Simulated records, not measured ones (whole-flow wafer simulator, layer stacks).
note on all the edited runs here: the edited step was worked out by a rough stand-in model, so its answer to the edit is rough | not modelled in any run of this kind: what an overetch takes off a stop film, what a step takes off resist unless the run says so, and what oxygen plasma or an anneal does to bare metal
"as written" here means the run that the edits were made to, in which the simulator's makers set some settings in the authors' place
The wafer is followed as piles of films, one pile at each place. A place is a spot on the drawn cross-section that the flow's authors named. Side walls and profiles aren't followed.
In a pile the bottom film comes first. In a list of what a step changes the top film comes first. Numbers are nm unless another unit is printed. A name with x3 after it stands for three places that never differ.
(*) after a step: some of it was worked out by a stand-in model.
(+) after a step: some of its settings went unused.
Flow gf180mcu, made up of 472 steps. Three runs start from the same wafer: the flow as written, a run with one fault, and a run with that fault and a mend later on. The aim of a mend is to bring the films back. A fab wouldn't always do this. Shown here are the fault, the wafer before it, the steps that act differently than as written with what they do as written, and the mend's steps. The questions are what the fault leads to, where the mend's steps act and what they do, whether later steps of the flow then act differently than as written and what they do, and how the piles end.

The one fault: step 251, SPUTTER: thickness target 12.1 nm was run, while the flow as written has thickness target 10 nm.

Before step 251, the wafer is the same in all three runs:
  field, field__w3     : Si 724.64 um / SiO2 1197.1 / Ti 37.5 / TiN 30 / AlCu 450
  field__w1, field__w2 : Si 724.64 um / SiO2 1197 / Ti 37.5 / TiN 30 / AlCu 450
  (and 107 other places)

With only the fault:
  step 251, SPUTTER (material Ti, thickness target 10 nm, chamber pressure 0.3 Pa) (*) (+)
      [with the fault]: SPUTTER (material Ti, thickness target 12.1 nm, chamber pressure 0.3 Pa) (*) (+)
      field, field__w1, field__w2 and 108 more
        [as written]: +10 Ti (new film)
        [with the fault]: +12.1 Ti (new film)
  Steps later in the flow that act otherwise than as written (not shown: 5 more steps that differ only slightly, by at most 2% or 0.5 nm, whichever is larger):
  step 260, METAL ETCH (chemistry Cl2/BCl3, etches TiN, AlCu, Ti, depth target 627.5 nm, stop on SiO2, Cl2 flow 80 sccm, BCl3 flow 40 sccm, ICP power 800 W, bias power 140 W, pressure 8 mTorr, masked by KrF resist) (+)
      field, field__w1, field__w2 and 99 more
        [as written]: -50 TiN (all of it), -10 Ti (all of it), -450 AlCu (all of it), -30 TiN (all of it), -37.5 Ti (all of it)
        [with the fault]: -50 TiN (all of it), -12.1 Ti (all of it), -450 AlCu (all of it), -30 TiN (all of it), -37.5 Ti (all of it)
  By the end, the piles at field__w8, contact, m1 and 6 more depart from the flow's by more than 2% or 0.5 nm, whichever is larger.
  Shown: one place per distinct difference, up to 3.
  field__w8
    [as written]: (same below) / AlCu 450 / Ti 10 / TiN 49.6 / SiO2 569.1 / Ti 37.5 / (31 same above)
    [with the fault]: (same below) / AlCu 450 / Ti 12.1 / TiN 49.6 / SiO2 567 / Ti 37.5 / (31 same above)
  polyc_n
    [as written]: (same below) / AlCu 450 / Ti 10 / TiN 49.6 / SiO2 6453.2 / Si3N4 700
    [with the fault]: (same below) / AlCu 450 / Ti 12.1 / TiN 49.6 / SiO2 6451.1 / Si3N4 700
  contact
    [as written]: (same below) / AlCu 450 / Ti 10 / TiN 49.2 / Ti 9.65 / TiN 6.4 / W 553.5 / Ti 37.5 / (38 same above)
    [with the fault]: (same below) / AlCu 450 / Ti 12.1 / TiN 49.2 / Ti 9.66 / TiN 6.41 / W 551.4 / Ti 37.5 / (38 same above)

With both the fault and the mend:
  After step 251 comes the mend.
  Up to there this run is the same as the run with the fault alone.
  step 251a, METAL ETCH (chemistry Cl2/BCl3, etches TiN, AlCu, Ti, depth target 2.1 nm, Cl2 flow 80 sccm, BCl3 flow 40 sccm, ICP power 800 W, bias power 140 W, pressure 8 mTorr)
      field, field__w1, field__w2 and 108 more
        -2.1 Ti
  Later steps of the flow that are run all act as written at every place that is followed.
  At every place that both follow, the piles at the end match the flow's.
